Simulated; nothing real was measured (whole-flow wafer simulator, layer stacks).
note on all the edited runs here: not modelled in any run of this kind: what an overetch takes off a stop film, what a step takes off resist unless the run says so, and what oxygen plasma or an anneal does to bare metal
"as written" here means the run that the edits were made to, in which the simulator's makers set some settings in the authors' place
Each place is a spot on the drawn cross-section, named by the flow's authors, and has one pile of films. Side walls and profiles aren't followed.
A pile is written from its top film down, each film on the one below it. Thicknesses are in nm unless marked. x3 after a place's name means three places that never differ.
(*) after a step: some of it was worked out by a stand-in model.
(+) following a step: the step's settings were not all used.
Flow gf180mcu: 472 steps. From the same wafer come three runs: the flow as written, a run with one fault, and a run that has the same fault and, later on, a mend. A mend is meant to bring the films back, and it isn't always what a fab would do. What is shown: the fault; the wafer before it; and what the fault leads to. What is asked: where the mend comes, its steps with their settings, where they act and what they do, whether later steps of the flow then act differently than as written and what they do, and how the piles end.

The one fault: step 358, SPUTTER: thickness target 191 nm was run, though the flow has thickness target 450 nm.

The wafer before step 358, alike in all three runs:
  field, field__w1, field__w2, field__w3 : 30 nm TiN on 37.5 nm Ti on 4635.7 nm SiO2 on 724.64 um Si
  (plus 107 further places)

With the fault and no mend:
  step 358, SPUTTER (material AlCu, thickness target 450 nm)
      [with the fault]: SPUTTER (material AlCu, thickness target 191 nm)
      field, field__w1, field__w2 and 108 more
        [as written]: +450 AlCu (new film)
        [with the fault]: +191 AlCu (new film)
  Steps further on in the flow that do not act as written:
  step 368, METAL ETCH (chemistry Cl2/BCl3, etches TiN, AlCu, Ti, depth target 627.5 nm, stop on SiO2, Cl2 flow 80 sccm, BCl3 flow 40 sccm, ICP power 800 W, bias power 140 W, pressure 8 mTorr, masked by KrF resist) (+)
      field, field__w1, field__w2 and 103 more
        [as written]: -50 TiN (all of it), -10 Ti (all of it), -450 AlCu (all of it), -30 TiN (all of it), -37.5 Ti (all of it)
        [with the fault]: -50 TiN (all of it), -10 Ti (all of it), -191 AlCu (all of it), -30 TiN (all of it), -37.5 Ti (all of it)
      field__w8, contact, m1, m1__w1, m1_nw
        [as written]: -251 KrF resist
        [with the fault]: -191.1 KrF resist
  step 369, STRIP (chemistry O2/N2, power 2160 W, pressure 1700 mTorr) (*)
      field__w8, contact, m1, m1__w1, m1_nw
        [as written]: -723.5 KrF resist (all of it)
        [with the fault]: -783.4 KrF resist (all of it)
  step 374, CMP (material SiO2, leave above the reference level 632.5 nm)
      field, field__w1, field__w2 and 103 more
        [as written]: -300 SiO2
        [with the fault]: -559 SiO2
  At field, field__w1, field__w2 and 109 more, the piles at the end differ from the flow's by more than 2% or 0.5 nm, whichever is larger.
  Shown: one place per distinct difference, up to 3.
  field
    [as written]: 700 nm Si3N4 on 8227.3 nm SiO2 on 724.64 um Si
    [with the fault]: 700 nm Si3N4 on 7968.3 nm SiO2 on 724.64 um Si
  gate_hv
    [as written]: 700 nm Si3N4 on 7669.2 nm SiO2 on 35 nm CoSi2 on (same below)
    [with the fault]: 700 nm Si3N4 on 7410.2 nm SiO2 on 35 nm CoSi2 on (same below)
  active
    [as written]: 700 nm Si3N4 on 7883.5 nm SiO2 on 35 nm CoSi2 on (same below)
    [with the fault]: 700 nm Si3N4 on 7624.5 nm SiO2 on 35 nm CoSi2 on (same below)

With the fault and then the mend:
  The mend stands after step 358.
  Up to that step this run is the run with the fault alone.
  step 358a, SPUTTER (material AlCu, thickness target 259 nm) (the flow's step 358, run once more with other settings)
      field, field__w1, field__w2 and 108 more
        +259 AlCu
  Later steps of the flow that are run all act as written at every place that is followed.
  By the end, the piles equal the flow's at every place that both follow.
